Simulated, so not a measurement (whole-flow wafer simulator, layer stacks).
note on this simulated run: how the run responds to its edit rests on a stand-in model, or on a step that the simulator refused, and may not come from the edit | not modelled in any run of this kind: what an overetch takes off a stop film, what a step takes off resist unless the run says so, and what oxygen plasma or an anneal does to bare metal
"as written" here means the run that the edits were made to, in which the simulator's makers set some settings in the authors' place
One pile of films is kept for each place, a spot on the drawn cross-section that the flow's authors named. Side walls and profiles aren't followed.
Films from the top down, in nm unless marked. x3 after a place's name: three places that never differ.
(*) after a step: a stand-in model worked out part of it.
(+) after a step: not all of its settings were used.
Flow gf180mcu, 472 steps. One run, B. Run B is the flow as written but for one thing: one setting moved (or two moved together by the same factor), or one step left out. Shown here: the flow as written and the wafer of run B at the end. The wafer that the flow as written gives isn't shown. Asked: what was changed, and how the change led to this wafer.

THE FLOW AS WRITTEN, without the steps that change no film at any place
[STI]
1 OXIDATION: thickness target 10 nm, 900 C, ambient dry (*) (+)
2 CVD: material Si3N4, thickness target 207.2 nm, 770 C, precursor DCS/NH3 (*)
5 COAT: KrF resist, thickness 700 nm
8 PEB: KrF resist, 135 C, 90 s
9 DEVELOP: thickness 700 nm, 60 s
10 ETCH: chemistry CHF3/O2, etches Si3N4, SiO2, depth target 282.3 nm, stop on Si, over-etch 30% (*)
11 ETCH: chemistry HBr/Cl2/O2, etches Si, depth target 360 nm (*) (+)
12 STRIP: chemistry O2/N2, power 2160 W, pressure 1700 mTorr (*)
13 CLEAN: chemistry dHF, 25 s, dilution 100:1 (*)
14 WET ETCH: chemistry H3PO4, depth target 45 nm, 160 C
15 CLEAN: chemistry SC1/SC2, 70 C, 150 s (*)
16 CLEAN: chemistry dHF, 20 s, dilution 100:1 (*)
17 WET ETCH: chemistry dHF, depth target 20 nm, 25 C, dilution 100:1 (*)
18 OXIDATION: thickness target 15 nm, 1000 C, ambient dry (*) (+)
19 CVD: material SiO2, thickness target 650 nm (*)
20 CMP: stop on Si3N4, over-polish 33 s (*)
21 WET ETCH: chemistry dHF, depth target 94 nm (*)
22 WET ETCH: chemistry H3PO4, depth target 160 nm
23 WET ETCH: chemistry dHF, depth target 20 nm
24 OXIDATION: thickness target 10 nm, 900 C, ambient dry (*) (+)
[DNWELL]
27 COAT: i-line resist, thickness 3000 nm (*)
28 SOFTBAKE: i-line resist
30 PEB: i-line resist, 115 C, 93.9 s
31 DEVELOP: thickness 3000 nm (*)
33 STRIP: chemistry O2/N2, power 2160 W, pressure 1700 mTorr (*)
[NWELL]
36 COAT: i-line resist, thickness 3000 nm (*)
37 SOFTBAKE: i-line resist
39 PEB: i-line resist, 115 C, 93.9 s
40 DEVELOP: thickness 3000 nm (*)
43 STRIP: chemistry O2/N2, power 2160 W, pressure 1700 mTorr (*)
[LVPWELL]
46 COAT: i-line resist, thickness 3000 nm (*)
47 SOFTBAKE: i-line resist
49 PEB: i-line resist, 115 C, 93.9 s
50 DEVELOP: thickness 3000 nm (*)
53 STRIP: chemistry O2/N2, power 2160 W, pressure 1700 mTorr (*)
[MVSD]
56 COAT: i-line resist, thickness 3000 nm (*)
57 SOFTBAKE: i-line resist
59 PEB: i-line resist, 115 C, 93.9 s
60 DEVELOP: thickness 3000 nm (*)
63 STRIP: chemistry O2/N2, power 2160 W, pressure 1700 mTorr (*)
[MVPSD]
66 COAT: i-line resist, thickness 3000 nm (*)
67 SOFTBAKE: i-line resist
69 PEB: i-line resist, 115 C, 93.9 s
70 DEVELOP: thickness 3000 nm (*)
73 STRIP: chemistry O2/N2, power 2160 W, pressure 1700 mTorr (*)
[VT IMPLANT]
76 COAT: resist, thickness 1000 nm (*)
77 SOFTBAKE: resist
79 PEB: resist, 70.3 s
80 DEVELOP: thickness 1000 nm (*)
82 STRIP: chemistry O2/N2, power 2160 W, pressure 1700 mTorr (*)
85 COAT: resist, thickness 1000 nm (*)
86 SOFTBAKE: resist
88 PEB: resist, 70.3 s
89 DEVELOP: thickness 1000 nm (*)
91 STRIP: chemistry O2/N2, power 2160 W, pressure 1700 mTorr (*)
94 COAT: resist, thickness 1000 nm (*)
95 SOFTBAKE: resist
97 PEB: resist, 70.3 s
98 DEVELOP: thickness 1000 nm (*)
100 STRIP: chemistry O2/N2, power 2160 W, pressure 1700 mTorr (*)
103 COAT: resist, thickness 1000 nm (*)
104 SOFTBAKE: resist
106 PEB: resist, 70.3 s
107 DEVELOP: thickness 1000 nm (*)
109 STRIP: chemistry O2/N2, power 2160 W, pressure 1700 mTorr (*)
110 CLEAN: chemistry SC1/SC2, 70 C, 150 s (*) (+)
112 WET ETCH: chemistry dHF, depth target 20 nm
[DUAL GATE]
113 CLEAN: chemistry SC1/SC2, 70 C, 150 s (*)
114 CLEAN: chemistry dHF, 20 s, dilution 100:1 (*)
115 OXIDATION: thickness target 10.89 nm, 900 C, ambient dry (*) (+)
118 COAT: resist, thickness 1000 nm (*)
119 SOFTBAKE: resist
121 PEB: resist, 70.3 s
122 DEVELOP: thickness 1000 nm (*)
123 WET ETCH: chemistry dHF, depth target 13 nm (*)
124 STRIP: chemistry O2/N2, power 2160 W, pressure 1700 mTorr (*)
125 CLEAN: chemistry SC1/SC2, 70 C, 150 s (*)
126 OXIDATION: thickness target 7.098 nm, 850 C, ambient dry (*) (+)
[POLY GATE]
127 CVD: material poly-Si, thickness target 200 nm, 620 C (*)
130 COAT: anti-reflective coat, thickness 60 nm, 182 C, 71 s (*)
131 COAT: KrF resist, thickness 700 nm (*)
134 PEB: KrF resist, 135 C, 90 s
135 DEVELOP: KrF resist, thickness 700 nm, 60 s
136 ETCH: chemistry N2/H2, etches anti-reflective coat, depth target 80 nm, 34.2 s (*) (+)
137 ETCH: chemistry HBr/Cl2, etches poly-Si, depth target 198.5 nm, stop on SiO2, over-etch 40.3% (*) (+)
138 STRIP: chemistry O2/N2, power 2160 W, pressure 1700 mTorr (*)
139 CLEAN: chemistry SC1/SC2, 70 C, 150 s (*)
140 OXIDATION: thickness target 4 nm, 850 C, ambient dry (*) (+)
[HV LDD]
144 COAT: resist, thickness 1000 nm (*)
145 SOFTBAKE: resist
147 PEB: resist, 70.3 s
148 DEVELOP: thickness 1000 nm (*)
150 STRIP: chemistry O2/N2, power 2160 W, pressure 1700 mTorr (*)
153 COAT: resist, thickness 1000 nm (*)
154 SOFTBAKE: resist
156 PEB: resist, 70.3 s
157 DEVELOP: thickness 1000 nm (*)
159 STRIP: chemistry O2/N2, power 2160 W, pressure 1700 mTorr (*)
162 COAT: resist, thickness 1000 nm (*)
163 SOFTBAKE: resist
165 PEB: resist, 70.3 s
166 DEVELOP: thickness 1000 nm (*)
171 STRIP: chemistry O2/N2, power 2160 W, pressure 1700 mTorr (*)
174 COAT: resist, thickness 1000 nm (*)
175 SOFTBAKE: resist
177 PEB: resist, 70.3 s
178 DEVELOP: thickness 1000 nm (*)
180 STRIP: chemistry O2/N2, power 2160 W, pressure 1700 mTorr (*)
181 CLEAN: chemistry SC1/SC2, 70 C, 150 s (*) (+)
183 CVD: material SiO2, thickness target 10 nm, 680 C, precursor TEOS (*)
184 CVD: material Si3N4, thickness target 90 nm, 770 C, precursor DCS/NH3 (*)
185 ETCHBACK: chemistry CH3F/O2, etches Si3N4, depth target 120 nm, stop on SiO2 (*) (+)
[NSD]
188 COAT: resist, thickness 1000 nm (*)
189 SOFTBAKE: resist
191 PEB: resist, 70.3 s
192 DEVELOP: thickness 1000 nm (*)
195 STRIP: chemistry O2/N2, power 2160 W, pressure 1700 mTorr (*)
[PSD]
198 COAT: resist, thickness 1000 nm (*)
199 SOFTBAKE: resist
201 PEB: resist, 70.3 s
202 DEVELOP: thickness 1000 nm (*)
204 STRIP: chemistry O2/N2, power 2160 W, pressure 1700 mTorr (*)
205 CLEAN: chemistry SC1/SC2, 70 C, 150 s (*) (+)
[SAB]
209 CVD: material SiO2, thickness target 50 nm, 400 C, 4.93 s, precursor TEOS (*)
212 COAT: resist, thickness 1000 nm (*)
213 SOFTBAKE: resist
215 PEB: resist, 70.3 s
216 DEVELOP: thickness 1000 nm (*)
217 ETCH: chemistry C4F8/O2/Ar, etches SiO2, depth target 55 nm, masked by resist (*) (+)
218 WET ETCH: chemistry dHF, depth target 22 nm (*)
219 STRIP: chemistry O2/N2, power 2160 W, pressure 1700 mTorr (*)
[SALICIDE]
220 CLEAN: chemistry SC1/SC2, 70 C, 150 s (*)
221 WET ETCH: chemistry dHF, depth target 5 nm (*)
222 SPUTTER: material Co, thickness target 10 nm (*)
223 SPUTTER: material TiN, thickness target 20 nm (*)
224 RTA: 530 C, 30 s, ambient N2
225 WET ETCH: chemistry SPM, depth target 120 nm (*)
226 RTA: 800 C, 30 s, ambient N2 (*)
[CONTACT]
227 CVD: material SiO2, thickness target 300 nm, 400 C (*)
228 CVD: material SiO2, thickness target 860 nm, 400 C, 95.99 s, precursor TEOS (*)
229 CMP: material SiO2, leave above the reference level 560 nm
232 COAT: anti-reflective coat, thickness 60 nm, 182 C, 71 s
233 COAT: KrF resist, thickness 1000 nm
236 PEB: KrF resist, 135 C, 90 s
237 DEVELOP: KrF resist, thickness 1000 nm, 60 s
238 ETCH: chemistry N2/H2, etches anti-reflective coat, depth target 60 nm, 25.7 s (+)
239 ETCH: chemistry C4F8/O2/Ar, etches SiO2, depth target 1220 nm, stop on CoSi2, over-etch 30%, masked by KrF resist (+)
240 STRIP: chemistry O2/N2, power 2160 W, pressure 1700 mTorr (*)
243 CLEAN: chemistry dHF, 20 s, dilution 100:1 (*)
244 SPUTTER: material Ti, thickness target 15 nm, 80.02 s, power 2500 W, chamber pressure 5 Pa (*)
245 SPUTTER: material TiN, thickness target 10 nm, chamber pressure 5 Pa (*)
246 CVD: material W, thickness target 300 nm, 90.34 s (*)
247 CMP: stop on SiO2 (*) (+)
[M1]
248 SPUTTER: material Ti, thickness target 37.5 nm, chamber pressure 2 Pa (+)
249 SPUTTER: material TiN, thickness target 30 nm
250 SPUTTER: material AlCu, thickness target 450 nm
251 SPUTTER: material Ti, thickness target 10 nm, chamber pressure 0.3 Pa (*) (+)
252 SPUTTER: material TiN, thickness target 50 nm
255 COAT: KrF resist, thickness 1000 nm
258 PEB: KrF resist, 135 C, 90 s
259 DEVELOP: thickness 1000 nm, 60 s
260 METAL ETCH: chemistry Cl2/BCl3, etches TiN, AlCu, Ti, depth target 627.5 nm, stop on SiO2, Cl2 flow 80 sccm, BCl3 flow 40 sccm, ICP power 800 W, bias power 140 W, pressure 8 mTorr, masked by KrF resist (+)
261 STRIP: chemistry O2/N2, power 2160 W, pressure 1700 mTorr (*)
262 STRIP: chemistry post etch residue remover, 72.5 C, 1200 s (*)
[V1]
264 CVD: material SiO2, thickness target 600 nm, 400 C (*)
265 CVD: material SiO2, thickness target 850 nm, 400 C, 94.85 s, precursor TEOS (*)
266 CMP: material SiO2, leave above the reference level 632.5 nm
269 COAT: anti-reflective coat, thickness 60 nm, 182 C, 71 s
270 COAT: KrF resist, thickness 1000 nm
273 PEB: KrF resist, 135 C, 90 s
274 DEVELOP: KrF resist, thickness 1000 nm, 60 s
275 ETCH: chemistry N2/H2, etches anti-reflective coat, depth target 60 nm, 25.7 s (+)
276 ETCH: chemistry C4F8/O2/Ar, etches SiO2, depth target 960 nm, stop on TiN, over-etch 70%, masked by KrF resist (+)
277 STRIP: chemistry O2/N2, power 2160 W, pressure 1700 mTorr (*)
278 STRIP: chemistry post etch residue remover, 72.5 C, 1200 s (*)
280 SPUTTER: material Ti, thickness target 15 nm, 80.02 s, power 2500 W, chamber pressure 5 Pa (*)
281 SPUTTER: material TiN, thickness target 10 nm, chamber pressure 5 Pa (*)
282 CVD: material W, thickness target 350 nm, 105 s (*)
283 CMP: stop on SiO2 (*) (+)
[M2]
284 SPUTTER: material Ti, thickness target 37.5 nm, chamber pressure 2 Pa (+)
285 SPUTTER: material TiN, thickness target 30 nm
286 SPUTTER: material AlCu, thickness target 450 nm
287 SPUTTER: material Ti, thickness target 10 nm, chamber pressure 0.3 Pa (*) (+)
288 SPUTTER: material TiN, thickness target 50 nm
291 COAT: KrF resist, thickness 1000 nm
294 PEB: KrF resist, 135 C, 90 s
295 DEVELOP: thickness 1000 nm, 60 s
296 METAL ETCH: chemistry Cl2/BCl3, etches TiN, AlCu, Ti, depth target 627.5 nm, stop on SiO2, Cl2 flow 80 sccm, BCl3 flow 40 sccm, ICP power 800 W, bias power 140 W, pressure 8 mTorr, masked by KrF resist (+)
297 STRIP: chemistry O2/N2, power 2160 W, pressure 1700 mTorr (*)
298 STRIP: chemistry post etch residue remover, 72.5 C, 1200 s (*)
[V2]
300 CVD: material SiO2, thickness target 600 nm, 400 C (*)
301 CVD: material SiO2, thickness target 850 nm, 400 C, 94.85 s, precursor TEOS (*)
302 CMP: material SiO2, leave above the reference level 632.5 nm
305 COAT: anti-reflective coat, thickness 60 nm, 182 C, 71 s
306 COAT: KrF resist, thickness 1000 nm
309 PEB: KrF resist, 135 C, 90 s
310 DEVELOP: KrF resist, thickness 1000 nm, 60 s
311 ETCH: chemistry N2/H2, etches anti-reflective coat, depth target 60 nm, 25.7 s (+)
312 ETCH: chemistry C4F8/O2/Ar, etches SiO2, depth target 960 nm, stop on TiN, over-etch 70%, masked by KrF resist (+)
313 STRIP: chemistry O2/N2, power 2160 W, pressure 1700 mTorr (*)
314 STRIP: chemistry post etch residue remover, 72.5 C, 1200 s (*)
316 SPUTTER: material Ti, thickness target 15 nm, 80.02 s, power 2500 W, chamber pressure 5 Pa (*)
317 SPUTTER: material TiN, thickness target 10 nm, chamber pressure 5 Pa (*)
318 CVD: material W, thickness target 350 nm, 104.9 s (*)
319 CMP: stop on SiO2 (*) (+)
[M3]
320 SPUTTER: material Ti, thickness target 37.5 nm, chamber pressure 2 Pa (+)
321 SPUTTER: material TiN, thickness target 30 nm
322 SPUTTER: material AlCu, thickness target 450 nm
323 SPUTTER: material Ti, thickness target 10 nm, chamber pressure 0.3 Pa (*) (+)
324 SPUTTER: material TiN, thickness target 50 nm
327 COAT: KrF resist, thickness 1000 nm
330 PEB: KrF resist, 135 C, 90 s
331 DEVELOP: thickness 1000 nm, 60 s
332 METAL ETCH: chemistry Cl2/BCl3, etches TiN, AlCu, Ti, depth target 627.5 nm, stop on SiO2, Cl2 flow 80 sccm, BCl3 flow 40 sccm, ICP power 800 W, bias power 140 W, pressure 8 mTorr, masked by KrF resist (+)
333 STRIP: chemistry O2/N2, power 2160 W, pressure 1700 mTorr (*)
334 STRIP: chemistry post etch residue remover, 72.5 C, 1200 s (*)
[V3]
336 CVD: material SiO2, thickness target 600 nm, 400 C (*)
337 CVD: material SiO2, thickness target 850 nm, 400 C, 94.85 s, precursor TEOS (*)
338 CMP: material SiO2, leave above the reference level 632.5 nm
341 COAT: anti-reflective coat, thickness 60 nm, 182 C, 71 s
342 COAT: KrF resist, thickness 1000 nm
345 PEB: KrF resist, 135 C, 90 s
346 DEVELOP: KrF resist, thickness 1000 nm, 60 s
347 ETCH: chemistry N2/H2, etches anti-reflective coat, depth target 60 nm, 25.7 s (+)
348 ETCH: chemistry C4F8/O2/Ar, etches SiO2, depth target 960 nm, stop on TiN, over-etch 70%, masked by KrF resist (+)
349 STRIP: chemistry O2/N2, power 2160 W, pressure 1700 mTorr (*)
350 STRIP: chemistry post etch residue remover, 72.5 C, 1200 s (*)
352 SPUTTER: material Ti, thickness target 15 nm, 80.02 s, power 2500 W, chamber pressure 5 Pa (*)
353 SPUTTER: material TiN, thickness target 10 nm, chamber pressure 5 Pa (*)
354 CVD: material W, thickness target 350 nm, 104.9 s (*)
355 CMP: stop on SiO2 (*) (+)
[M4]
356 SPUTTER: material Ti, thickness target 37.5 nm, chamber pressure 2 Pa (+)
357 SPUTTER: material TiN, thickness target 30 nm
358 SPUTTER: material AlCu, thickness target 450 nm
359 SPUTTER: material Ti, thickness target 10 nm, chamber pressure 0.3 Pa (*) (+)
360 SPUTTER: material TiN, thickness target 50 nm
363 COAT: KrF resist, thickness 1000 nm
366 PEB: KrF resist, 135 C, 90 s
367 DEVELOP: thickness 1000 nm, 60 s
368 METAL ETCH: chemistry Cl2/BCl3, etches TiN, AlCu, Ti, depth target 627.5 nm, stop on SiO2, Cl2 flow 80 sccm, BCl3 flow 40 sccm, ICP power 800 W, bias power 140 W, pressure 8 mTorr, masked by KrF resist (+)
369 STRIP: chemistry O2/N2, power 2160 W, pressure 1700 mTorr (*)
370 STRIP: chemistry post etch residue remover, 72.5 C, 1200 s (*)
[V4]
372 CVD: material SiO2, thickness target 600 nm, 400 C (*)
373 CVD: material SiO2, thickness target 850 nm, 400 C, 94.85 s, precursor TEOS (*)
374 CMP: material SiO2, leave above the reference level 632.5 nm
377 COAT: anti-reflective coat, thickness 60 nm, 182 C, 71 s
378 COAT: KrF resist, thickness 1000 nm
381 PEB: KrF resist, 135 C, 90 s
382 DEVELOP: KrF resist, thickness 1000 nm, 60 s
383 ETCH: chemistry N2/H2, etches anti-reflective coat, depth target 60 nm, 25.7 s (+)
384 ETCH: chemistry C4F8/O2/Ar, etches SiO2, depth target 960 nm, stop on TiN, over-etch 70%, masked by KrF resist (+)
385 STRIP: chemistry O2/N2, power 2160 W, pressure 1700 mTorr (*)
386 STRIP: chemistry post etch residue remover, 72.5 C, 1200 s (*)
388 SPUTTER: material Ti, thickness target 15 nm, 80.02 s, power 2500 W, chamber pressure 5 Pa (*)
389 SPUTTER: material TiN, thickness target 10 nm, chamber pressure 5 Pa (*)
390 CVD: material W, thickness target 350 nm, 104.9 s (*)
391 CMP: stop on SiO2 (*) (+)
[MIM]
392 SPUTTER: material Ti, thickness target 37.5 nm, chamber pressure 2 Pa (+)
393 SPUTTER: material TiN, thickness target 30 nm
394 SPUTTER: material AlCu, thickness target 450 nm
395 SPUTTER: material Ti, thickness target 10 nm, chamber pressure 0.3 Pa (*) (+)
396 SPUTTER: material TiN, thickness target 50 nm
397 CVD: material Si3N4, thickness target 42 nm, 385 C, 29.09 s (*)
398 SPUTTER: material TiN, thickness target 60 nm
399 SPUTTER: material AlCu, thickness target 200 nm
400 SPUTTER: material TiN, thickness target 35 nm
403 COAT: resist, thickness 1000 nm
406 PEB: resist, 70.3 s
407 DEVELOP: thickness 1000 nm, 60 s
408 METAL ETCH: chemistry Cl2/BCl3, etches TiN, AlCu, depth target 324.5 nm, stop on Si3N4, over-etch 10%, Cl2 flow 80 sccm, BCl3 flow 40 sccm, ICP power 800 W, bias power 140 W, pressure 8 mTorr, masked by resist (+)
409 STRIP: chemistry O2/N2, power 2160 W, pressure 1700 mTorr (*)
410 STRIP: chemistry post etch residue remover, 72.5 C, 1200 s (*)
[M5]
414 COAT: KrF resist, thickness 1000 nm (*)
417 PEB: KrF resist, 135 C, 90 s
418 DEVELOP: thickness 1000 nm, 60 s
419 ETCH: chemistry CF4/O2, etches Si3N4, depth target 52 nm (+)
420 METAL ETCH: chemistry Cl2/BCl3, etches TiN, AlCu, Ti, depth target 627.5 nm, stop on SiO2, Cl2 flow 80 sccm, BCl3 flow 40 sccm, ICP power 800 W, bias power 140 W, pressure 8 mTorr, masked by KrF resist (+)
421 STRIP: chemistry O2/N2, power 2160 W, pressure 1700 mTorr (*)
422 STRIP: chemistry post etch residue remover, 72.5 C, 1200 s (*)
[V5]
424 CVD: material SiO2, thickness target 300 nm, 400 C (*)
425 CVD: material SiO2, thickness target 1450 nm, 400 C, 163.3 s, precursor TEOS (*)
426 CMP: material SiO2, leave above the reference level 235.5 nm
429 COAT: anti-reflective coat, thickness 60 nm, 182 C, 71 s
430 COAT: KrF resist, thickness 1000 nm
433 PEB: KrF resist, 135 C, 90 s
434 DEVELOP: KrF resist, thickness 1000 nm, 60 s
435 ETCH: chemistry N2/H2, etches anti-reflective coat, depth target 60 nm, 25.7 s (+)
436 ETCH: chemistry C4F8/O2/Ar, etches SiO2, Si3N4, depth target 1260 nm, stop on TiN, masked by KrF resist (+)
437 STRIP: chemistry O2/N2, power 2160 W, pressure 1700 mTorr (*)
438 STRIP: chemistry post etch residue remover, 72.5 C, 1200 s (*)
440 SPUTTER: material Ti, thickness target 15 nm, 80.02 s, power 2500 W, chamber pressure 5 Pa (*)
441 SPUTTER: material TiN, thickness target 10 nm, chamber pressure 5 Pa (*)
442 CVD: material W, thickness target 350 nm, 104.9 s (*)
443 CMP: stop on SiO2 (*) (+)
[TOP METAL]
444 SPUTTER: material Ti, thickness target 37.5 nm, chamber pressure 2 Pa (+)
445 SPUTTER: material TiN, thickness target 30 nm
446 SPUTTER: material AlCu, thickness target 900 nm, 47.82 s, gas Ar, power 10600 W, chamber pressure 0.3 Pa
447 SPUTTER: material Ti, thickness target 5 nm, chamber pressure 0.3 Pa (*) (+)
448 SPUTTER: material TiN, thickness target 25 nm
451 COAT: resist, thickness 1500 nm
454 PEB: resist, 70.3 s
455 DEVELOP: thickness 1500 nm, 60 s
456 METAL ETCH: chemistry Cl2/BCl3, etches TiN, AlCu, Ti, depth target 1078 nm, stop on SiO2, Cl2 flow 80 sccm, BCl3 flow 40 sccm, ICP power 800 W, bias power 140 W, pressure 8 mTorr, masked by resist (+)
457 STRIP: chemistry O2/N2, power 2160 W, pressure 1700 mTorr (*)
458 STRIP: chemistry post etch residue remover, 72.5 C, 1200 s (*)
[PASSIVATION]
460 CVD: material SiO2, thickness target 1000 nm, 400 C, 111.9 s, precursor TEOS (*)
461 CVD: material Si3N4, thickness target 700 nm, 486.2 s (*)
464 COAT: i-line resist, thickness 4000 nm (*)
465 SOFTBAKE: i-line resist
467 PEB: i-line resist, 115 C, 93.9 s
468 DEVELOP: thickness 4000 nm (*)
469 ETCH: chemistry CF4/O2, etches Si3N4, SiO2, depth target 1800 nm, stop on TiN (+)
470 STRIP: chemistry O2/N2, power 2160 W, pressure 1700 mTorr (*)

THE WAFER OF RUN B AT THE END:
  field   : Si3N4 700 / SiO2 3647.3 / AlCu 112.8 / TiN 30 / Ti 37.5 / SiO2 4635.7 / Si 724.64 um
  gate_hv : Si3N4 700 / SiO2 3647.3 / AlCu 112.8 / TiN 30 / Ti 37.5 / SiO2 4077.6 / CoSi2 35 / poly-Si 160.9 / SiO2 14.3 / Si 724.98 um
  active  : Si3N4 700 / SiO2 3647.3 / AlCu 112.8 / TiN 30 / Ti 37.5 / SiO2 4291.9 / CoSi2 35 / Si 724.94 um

The cause: step 358, SPUTTER: thickness target 686 nm was run, where the flow has thickness target 450 nm.

How the change led to this, step by step:
  358 SPUTTER: material AlCu, thickness target 450 nm
      field, field__w1, field__w2 and 108 more: AlCu +686 (new film) (as written it would be: AlCu +450 (new film))
  368 METAL ETCH: chemistry Cl2/BCl3, etches TiN, AlCu, Ti, depth target 627.5 nm, stop on SiO2, Cl2 flow 80 sccm, BCl3 flow 40 sccm, ICP power 800 W, bias power 140 W, pressure 8 mTorr, masked by KrF resist (+)
      field, field__w1, field__w2 and 103 more: TiN -50 (all of it), Ti -10 (all of it), AlCu -567.5 (as written it would be: TiN -50 (all of it), Ti -10 (all of it), AlCu -450 (all of it), TiN -30 (all of it), Ti -37.5 (all of it))
  370 STRIP: chemistry post etch residue remover, 72.5 C, 1200 s (*)
      field, field__w1, field__w2 and 103 more: AlCu -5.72 (as written it would be: nothing)
  372 CVD: material SiO2, thickness target 600 nm, 400 C (*)
      field, field__w1, field__w2 and 103 more: SiO2 +600 (new film) (as written it would be: SiO2 +600)
  374 CMP: material SiO2, leave above the reference level 632.5 nm
      field, field__w1, field__w2 and 103 more: SiO2 -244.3 (as written it would be: SiO2 -300)
Counting metal films that touch as one body, field has 1 body; the flow as written gives 0 bodies.
Counting metal films that touch as one body, gate_hv has 2 bodies (between them, from the top down: SiO2 4077.6); the flow as written gives 1 body.
Counting metal films that touch as one body, active has 2 bodies (between them, from the top down: SiO2 4291.9); the flow as written gives 1 body.
